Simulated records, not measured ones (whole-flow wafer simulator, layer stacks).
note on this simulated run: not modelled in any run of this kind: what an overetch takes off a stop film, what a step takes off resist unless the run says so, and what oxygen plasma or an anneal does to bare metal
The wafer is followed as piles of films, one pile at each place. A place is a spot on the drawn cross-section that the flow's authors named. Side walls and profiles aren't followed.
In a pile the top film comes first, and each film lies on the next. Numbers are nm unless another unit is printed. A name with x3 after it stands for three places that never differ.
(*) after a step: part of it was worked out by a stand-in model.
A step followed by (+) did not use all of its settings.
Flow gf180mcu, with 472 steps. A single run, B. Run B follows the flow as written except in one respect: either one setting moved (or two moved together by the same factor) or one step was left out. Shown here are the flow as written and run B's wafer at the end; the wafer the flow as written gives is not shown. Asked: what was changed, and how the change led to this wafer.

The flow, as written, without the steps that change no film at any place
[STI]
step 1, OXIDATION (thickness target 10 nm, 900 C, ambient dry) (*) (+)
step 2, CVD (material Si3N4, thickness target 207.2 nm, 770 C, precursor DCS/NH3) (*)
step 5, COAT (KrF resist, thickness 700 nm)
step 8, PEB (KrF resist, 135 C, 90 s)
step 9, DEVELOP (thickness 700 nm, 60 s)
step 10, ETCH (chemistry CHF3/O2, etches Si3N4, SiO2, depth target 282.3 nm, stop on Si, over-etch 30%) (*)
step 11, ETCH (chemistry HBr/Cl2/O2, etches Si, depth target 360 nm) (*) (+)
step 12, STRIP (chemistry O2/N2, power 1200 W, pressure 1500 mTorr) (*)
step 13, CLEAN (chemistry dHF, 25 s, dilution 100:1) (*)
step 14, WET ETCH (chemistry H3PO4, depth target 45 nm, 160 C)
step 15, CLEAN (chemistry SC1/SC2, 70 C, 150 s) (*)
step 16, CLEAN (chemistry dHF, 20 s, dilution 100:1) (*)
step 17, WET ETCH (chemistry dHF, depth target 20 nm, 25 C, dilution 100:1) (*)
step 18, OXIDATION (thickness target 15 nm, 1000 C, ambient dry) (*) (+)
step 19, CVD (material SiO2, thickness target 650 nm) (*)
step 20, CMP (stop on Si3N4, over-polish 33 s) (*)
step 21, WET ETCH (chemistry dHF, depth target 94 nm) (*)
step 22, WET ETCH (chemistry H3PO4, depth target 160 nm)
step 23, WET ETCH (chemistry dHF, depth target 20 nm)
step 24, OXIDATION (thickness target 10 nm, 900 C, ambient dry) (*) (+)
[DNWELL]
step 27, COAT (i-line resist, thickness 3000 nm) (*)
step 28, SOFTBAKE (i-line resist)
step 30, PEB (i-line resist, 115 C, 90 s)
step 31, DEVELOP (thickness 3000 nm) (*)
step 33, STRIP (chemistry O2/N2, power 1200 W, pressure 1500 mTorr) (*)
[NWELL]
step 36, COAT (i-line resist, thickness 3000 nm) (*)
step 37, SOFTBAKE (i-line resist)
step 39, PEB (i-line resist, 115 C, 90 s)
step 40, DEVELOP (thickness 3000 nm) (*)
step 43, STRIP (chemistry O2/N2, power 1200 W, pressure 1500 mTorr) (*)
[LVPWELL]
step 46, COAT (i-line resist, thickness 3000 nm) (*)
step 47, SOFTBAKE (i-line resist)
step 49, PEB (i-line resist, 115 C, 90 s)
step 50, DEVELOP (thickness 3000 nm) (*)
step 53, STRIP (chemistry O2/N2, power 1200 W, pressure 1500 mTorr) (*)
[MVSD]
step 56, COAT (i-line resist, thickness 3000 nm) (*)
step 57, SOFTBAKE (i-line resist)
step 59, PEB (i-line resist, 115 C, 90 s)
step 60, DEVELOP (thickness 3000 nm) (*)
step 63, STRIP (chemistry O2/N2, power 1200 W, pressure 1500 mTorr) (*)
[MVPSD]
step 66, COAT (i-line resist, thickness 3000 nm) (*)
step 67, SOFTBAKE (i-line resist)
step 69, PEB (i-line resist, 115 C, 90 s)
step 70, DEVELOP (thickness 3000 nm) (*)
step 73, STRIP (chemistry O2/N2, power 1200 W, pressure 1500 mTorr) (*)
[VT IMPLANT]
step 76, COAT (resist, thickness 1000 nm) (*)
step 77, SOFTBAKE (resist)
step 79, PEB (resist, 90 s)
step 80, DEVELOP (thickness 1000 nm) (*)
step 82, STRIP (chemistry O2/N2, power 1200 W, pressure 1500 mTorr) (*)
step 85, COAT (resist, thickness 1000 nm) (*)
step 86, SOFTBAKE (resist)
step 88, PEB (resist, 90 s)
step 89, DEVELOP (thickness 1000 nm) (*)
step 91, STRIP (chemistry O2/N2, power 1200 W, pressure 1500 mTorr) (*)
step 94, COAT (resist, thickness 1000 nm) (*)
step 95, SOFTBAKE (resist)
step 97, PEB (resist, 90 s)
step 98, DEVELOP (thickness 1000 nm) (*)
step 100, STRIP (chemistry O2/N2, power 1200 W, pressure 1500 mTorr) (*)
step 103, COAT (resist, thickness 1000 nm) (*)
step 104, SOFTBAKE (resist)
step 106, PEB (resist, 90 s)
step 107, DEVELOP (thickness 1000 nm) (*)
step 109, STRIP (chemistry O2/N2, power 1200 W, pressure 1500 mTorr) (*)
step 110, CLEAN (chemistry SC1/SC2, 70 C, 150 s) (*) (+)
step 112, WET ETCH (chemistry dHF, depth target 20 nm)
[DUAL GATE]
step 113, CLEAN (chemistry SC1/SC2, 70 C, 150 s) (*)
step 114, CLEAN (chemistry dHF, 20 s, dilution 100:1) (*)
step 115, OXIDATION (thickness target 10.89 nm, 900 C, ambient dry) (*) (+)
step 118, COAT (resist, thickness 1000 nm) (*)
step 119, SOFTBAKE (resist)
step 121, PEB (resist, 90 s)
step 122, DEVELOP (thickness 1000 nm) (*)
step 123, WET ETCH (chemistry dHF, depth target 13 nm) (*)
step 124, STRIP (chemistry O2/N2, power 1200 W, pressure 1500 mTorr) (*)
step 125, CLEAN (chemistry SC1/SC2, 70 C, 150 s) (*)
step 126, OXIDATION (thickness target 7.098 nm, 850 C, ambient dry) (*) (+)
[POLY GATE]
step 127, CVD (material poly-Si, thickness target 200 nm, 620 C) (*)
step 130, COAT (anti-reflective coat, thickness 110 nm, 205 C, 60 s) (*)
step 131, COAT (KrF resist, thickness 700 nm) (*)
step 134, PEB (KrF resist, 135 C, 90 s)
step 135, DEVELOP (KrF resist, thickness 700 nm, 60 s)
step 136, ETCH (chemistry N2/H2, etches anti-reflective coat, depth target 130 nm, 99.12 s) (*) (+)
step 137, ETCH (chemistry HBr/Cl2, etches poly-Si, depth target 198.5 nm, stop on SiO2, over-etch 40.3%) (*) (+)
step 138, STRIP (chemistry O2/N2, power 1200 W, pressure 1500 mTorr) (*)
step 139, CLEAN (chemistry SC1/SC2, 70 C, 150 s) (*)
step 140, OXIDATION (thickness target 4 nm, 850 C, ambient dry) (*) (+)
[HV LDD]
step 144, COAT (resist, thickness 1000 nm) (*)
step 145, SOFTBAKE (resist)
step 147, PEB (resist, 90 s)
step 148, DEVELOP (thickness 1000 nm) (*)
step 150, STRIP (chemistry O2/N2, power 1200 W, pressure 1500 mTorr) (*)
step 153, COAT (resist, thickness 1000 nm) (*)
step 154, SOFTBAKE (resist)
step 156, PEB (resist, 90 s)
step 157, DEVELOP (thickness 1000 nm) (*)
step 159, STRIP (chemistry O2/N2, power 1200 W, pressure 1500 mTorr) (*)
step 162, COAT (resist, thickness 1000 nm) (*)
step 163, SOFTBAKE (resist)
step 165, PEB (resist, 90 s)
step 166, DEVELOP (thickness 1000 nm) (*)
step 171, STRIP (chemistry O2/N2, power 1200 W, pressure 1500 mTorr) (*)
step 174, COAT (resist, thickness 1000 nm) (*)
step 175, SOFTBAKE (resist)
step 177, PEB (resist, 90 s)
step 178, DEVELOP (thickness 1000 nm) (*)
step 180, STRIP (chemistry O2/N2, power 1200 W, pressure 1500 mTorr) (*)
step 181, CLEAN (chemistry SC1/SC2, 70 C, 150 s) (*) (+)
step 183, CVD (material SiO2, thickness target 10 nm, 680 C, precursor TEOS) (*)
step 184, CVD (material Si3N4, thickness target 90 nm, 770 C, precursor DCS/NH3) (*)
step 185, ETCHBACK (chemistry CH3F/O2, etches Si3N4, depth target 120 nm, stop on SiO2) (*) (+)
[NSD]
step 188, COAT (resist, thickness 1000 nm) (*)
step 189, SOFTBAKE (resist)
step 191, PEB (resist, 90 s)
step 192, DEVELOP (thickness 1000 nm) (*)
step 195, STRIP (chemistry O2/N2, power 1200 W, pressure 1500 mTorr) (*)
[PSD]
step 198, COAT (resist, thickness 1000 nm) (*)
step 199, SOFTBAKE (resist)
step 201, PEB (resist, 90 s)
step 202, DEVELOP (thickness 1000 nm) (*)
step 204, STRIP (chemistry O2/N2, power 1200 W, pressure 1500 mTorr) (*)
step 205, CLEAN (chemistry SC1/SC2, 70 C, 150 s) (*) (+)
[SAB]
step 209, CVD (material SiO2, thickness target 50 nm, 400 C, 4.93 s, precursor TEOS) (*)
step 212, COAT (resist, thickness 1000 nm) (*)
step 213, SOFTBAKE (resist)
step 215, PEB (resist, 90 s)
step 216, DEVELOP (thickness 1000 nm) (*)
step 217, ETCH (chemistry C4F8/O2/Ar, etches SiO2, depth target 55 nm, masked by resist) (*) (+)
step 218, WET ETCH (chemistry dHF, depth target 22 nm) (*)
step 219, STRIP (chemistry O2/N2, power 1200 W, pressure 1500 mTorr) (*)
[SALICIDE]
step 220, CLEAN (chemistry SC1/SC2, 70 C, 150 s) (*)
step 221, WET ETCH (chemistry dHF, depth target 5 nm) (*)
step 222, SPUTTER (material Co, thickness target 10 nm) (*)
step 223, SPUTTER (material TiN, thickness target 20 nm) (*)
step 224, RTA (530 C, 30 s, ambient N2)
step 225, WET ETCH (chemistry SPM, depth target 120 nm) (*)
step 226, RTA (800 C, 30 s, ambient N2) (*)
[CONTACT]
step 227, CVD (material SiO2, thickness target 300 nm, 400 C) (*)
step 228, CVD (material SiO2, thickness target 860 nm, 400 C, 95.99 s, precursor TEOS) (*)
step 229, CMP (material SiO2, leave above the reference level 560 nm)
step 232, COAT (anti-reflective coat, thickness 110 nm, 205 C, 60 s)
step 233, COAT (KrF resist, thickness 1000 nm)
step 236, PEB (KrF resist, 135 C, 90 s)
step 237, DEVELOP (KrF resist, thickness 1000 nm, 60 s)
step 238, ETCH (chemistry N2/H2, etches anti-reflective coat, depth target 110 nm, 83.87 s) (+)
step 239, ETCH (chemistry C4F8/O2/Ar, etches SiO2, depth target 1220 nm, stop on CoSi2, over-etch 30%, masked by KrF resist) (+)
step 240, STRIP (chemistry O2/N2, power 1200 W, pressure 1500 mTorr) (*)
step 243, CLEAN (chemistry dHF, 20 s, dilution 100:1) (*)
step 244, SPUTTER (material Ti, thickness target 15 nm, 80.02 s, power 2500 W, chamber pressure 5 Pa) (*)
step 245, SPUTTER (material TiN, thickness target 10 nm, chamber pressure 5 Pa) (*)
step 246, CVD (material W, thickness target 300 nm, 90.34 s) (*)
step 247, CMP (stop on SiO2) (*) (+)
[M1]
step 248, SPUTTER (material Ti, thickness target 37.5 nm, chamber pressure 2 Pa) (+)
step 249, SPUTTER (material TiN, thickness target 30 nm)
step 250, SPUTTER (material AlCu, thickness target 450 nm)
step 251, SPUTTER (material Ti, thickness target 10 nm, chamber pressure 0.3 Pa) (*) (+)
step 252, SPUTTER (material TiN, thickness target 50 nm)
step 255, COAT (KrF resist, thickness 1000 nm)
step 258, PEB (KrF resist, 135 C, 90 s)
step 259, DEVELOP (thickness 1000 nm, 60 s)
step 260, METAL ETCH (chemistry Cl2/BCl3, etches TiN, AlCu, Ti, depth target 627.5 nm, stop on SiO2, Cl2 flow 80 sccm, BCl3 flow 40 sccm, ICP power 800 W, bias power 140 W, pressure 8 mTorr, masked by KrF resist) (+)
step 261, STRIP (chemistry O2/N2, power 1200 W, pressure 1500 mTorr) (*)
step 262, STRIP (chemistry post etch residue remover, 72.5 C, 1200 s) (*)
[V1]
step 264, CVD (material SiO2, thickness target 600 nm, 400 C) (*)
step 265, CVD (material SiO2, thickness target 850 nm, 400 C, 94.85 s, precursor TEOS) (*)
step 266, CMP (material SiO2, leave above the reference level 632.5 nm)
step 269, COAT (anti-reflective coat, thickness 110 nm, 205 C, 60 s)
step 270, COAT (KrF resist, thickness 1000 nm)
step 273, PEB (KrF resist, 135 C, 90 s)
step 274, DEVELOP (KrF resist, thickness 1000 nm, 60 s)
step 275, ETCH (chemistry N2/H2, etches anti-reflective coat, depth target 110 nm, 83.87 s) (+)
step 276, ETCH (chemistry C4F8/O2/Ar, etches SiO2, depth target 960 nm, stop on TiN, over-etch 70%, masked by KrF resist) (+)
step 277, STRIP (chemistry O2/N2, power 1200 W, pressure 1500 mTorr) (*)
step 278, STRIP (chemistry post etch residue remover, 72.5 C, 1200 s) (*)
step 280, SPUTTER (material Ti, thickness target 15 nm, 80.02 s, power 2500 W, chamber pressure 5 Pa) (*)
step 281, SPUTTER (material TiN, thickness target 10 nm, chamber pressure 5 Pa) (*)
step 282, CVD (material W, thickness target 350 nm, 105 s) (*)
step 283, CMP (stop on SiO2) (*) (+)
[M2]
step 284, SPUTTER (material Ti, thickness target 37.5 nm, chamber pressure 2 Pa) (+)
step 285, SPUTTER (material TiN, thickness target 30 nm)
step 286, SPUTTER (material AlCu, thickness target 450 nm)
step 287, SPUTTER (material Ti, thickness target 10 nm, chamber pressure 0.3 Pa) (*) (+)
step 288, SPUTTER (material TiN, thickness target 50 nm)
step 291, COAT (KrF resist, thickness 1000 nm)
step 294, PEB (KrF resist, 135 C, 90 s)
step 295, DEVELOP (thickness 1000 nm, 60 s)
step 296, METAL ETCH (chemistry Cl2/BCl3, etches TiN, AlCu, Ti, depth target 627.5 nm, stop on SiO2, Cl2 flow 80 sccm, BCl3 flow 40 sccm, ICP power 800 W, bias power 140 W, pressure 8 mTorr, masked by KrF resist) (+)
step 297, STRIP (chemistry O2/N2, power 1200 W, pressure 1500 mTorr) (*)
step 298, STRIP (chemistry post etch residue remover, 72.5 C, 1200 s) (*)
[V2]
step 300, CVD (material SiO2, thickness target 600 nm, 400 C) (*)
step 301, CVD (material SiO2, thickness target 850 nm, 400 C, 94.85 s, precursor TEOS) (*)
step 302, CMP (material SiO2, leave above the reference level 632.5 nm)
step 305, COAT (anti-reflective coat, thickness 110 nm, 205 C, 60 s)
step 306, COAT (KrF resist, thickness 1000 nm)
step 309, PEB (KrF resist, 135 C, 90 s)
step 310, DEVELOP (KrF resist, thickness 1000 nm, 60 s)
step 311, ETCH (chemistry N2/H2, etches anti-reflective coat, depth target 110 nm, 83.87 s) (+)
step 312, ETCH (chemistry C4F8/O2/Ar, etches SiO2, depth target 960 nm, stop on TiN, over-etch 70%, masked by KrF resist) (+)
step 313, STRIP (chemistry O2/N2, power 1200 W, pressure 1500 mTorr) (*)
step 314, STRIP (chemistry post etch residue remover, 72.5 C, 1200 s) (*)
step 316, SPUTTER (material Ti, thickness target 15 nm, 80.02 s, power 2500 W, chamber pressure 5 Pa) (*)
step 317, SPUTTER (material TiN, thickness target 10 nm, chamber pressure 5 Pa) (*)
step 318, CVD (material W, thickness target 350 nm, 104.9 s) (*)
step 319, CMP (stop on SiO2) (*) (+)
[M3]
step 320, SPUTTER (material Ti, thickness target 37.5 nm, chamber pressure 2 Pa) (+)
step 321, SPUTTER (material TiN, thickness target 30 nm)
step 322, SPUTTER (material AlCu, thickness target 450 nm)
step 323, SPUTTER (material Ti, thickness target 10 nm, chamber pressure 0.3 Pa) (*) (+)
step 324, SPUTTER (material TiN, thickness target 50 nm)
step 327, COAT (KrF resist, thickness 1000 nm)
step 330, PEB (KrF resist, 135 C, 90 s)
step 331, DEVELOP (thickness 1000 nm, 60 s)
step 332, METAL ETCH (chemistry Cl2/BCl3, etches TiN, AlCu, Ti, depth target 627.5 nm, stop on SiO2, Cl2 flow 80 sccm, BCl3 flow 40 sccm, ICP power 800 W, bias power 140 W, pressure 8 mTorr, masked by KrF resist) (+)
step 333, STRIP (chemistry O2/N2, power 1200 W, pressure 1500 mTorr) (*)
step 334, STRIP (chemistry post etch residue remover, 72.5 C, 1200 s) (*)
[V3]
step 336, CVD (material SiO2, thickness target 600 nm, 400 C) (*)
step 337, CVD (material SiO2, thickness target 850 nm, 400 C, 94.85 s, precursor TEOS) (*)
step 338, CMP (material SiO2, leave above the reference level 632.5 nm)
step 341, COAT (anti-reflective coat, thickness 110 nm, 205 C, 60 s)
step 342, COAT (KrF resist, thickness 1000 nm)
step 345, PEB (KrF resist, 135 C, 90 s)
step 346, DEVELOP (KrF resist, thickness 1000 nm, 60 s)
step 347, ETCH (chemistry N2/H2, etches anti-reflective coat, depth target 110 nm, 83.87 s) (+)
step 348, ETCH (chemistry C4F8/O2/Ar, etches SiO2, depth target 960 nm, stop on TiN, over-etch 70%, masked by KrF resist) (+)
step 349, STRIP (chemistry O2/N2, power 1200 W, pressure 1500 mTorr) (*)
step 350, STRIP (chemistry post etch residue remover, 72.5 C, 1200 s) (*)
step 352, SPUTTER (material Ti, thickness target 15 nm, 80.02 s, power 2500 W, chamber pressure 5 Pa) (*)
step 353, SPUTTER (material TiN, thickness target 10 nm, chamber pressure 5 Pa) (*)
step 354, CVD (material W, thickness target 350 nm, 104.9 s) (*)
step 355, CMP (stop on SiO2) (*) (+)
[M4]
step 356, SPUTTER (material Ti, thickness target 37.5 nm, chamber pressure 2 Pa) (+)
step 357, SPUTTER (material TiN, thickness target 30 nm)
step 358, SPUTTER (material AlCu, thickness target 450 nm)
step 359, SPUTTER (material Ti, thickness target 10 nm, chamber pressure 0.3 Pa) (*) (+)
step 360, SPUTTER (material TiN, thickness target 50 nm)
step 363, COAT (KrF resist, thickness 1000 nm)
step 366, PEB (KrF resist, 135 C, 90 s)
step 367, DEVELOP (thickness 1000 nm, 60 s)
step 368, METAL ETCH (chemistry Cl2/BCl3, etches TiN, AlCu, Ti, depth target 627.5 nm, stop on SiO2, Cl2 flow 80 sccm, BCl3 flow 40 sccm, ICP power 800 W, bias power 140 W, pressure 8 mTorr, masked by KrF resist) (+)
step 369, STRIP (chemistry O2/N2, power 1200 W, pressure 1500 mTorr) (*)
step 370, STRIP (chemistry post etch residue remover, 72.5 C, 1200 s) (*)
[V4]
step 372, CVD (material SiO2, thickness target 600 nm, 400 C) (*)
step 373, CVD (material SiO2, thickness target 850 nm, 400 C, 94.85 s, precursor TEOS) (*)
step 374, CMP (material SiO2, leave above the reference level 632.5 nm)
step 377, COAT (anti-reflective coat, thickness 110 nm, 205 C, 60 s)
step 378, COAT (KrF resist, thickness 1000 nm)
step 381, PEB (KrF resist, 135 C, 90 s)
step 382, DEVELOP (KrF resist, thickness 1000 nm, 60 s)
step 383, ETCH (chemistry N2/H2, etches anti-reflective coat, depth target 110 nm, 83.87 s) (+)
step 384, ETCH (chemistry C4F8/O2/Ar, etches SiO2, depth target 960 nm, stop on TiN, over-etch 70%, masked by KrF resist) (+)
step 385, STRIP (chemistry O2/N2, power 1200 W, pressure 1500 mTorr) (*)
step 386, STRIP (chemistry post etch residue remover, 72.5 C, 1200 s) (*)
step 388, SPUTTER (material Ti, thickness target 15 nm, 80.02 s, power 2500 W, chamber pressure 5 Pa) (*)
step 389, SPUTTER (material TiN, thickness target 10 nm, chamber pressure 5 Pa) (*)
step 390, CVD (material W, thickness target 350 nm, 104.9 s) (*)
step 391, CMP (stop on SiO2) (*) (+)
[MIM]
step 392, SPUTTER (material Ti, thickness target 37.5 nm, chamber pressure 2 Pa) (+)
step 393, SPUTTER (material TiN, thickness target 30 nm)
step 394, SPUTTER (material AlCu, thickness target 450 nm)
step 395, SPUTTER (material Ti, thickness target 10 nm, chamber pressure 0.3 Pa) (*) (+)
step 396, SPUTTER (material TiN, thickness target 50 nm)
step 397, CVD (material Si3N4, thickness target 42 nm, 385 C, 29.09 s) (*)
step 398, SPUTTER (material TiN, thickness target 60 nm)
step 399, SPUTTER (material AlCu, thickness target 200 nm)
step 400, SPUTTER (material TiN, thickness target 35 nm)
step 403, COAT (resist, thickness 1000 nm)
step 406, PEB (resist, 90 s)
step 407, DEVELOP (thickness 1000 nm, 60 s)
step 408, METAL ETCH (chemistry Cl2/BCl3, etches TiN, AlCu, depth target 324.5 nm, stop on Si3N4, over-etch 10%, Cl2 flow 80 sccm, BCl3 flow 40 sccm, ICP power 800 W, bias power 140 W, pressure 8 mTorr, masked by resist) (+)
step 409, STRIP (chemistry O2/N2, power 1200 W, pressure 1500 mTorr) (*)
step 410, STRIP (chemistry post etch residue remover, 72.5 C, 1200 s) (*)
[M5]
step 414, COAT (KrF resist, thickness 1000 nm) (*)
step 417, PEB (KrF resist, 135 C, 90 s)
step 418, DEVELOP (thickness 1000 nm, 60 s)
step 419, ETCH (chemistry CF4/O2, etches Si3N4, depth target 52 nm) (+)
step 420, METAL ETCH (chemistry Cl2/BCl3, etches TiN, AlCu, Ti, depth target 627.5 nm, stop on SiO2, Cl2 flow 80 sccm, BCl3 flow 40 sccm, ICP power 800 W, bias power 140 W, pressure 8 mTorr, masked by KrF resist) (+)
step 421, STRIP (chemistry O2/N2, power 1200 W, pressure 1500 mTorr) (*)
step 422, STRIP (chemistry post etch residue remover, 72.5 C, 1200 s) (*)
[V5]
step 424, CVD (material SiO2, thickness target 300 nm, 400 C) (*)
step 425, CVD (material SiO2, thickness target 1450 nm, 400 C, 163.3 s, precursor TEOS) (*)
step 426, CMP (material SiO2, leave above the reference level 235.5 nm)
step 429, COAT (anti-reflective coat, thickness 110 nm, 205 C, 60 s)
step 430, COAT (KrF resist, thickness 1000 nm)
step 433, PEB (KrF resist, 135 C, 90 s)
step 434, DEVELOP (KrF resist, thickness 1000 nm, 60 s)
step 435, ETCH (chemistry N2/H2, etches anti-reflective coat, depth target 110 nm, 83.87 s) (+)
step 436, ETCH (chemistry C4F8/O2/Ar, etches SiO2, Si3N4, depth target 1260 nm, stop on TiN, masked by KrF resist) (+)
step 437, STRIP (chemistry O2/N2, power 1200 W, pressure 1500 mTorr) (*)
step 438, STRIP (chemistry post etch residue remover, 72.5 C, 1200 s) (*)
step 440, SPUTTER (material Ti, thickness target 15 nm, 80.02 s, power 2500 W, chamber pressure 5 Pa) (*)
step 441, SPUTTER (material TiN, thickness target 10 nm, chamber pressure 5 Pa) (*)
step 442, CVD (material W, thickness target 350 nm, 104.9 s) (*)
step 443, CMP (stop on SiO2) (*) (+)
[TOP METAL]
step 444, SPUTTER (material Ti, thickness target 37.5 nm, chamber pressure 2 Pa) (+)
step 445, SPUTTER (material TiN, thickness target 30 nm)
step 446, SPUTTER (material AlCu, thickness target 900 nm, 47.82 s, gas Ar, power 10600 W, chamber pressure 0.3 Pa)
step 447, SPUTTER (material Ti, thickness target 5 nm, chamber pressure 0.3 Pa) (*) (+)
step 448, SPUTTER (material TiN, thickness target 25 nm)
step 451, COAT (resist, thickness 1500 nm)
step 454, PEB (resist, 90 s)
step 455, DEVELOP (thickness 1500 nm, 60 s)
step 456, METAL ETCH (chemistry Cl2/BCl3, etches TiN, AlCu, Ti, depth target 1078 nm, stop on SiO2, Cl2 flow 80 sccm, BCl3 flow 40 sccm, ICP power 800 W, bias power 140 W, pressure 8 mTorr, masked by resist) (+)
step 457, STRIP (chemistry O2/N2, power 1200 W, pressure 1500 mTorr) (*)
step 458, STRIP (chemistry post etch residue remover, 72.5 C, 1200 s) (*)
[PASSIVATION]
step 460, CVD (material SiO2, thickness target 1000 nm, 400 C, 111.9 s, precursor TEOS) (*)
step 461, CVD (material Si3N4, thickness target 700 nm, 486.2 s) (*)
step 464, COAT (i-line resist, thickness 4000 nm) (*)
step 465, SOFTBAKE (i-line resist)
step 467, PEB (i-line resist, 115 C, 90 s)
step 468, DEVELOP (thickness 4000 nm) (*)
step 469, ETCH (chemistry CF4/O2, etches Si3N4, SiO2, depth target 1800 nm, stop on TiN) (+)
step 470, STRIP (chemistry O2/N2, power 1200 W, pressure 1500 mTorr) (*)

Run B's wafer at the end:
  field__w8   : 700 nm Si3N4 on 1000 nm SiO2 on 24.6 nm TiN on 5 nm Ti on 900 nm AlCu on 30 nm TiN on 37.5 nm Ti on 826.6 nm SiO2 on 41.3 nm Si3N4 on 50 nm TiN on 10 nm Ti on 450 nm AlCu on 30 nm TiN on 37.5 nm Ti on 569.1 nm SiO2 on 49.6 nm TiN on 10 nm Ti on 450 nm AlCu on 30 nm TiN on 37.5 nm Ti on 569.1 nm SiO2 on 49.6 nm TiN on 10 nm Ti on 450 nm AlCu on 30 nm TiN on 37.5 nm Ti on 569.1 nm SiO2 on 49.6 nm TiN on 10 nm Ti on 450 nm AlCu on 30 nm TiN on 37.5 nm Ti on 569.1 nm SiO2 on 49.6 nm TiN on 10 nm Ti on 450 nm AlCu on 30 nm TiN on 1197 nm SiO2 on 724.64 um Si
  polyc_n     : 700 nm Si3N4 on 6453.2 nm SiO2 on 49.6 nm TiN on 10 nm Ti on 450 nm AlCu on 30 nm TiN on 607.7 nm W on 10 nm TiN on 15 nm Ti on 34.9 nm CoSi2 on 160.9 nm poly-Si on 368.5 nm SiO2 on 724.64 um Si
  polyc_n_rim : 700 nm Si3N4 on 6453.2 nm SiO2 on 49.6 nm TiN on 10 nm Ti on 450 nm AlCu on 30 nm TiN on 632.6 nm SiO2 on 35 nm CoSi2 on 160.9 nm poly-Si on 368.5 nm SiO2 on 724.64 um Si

The reason: step 248, SPUTTER: material Ti, thickness target 37.5 nm, chamber pressure 2 Pa (+), was not run.

How this came from the change, step by step:
  step 260, METAL ETCH (chemistry Cl2/BCl3, etches TiN, AlCu, Ti, depth target 627.5 nm, stop on SiO2, Cl2 flow 80 sccm, BCl3 flow 40 sccm, ICP power 800 W, bias power 140 W, pressure 8 mTorr, masked by KrF resist) (+)
      field, field__w1, field__w2 and 99 more: -50 TiN (all of it), -10 Ti (all of it), -450 AlCu (all of it), -30 TiN (all of it) (as written it would have been: -50 TiN (all of it), -10 Ti (all of it), -450 AlCu (all of it), -30 TiN (all of it), -37.5 Ti (all of it))
  step 266, CMP (material SiO2, leave above the reference level 632.5 nm)
      field, field__w1, field__w2 and 99 more: -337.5 SiO2 (as written it would have been: -300 SiO2)
